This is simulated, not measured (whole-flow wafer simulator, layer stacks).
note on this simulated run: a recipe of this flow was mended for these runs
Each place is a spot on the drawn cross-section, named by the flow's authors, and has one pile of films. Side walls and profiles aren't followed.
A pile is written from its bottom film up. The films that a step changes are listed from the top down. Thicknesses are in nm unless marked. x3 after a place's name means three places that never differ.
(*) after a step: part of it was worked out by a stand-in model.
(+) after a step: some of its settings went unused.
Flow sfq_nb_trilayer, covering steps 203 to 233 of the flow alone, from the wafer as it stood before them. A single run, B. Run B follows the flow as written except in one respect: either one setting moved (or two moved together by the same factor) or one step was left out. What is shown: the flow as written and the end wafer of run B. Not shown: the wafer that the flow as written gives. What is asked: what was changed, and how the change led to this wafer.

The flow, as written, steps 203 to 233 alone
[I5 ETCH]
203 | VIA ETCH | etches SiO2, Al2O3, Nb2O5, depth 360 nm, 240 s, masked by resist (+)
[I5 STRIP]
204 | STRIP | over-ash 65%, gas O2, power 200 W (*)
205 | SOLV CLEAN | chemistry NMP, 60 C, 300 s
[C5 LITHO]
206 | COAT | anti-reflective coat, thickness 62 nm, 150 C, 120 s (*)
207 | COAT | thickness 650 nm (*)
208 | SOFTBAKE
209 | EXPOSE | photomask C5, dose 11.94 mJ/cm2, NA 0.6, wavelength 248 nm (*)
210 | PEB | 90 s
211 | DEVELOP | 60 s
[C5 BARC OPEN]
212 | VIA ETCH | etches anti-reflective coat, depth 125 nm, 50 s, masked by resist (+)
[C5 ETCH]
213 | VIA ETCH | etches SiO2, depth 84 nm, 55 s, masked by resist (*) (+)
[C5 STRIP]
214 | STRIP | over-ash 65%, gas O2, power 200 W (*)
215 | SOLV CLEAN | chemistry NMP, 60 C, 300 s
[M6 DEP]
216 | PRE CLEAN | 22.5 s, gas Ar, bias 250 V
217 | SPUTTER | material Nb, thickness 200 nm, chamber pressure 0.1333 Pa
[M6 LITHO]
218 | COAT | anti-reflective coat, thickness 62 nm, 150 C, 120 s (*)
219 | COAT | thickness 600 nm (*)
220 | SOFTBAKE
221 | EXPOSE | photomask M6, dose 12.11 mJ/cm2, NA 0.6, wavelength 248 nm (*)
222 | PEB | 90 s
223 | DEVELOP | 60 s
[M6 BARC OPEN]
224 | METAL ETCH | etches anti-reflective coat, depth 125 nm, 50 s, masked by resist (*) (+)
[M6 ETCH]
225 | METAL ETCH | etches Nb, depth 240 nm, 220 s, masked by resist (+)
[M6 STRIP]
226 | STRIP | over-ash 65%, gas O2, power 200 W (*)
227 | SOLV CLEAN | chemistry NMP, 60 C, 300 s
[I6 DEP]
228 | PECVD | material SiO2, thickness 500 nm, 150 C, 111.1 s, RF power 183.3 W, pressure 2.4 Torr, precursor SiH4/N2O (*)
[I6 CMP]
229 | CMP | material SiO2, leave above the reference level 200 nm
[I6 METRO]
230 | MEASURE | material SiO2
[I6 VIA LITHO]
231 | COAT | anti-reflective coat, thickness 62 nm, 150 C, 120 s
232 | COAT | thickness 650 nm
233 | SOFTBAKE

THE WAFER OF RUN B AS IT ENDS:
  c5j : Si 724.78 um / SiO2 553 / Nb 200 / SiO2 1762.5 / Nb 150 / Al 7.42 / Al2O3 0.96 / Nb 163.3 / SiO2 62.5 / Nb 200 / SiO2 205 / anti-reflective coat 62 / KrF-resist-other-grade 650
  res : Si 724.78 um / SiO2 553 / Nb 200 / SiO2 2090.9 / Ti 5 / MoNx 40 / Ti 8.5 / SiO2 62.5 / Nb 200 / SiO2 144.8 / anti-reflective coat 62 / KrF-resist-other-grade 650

Cause: step 204, STRIP: over-ash 65%, gas O2, power 200 W (*), was omitted.

How this came from the change, step by step:
  206 | COAT | anti-reflective coat, thickness 62 nm, 150 C, 120 s (*)
      r5r_spacepad_l, r5r_spacepad_r: +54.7 anti-reflective coat (new film) (as written it would have been: +89.1 anti-reflective coat (new film))
      via_wr: +62.7 anti-reflective coat (new film) (as written it would have been: +64.4 anti-reflective coat (new film))
      (as well as at 23 more places)
  207 | COAT | thickness 650 nm (*)
      wire: +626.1 KrF-resist-other-grade (new film) (as written it would have been: +655.4 KrF-resist-other-grade (new film))
      be: +1092.8 KrF-resist-other-grade (new film) (as written it would have been: +815 KrF-resist-other-grade (new film))
      (as well as at 4 more places)
  210 | PEB | 90 s
      be: -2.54 KrF-resist-other-grade (as written it would have been: -1.8 KrF-resist-other-grade)
  211 | DEVELOP | 60 s
      res: -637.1 KrF-resist-other-grade (all of it) (as written it would have been: -622.6 KrF-resist-other-grade (all of it))
  212 | VIA ETCH | etches anti-reflective coat, depth 125 nm, 50 s, masked by resist (+)
      c5j: -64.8 anti-reflective coat (all of it) (as written it would have been: -73.7 anti-reflective coat (all of it), -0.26 SiO2)
  213 | VIA ETCH | etches SiO2, depth 84 nm, 55 s, masked by resist (*) (+)
      c5j: -14.5 KrF-resist-other-grade (as written it would have been: -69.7 SiO2 (all of it), -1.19 Nb)
      res: -14.5 KrF-resist-other-grade (as written it would have been: -69.7 SiO2 (all of it), -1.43 Ti)
  214 | STRIP | over-ash 65%, gas O2, power 200 W (*)
      wl_b_sr, wl_c_sl, wl_c_m6 and 7 more: -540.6 KrF-resist-other-grade (all of it), -62 anti-reflective coat (all of it), -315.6 KrF-resist-other-grade (all of it), -62 anti-reflective coat (all of it) (as written it would have been: -541.1 KrF-resist-other-grade (all of it), -62 anti-reflective coat (all of it))
      m0r_line_l x2, m0r_line_r x2, m6r_line_l, m6r_line_r: -536.2 KrF-resist-other-grade (all of it), -62.2 anti-reflective coat (all of it), -315.7 KrF-resist-other-grade (all of it), -62 anti-reflective coat (all of it) (as written it would have been: -541.2 KrF-resist-other-grade (all of it), -62 anti-reflective coat (all of it))
      (as well as at 90 more places)
  216 | PRE CLEAN | 22.5 s, gas Ar, bias 250 V
      c5j: -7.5 SiO2 (as written it would have been: -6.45 Nb)
      res: -7.5 SiO2 (as written it would have been: -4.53 Ti)
  217 | SPUTTER | material Nb, thickness 200 nm, chamber pressure 0.1333 Pa
      c5j: +200 Nb (new film) (as written it would have been: +188.4 Nb)
      res: +200 Nb (new film) (as written it would have been: +192.6 Nb (new film))
  218 | COAT | anti-reflective coat, thickness 62 nm, 150 C, 120 s (*)
      be_sur: +27 anti-reflective coat (new film) (as written it would have been: +28.5 anti-reflective coat (new film))
      jj_sur: +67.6 anti-reflective coat (new film) (as written it would have been: +57.9 anti-reflective coat (new film))
      (as well as at 11 more places)
  219 | COAT | thickness 600 nm (*)
      res: +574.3 KrF-resist-other-grade (new film) (as written it would have been: +587.6 KrF-resist-other-grade (new film))
  224 | METAL ETCH | etches anti-reflective coat, depth 125 nm, 50 s, masked by resist (*) (+)
      moat: -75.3 anti-reflective coat (all of it) (as written it would have been: -73.4 anti-reflective coat (all of it))
      field_r: -64.3 anti-reflective coat (all of it) (as written it would have been: -67 anti-reflective coat (all of it))
      (as well as at 1 more place)
  226 | STRIP | over-ash 65%, gas O2, power 200 W (*)
      be_sur: -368 KrF-resist-other-grade (all of it), -27 anti-reflective coat (all of it) (as written it would have been: -365.3 KrF-resist-other-grade (all of it), -28.5 anti-reflective coat (all of it))
      jj_sur: -357.6 KrF-resist-other-grade (all of it), -67.6 anti-reflective coat (all of it) (as written it would have been: -361.7 KrF-resist-other-grade (all of it), -57.9 anti-reflective coat (all of it))
      (as well as at 8 more places)
  228 | PECVD | material SiO2, thickness 500 nm, 150 C, 111.1 s, RF power 183.3 W, pressure 2.4 Torr, precursor SiH4/N2O (*)
      c5j: +500 SiO2 (new film) (as written it would have been: +514.7 SiO2 (new film))
  229 | CMP | material SiO2, leave above the reference level 200 nm
      c5j: -295 SiO2 (as written it would have been: -228 SiO2)
      res: -355.2 SiO2 (as written it would have been: -279.3 SiO2)
If metal films that touch count as one body, c5j has 4 bodies (between them, from the top down: SiO2 62.5; Al2O3 0.96; SiO2 1762.5); the flow as written gives 3 bodies (between them, from the top down: Al2O3 0.96; SiO2 1762.5).
If metal films that touch count as one body, res has 3 bodies (between them, from the top down: SiO2 62.5; SiO2 2090.9); the flow as written gives 2 bodies (between them, from the top down: SiO2 2090.9).
